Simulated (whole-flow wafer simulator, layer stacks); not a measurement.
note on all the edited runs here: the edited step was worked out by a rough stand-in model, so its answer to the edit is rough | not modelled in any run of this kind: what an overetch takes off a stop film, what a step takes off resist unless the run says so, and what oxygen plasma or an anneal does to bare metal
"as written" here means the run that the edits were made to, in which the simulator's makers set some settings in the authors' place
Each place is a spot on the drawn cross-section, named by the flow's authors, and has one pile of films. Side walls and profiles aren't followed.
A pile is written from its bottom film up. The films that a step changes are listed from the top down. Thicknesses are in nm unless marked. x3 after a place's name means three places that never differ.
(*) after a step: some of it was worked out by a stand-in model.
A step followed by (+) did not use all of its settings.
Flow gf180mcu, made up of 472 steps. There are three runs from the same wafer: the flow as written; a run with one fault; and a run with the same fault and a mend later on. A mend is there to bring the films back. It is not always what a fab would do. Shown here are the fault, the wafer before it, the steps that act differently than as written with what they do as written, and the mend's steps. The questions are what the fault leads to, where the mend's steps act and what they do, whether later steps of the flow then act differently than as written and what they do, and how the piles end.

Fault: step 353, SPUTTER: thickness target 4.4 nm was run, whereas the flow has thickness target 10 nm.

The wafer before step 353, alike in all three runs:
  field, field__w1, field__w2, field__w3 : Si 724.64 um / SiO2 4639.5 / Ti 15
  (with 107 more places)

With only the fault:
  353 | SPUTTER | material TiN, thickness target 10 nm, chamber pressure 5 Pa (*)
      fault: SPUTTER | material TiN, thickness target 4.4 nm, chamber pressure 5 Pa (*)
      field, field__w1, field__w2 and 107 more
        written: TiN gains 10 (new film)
        fault: TiN gains 4.4 (new film)
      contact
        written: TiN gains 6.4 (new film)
        fault: TiN gains 2.82 (new film)
  Later steps of the flow acting differently than as written (1 more step, not shown, differs only slightly: by at most 2% or 0.5 nm, whichever is larger):
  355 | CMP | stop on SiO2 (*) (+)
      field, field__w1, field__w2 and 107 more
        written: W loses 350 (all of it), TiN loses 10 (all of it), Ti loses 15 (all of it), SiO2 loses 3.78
        fault: W loses 350 (all of it), TiN loses 4.4 (all of it), Ti loses 15 (all of it), SiO2 loses 3.73
  The piles end different from the flow's at contact by more than 2% or 0.5 nm, whichever is larger.
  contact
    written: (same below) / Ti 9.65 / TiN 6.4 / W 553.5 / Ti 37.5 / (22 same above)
    fault: (same below) / Ti 9.65 / TiN 2.82 / W 557.1 / Ti 37.5 / (22 same above)

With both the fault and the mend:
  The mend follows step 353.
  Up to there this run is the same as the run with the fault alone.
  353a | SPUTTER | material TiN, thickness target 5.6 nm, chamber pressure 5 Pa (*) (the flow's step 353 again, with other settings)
      field, field__w1, field__w2 and 107 more
        TiN gains 5.6
      contact
        TiN gains 3.58
  Every later step of the flow that is run acts as written at every place that is followed.
  The piles end the same as the flow's at every place that both follow.
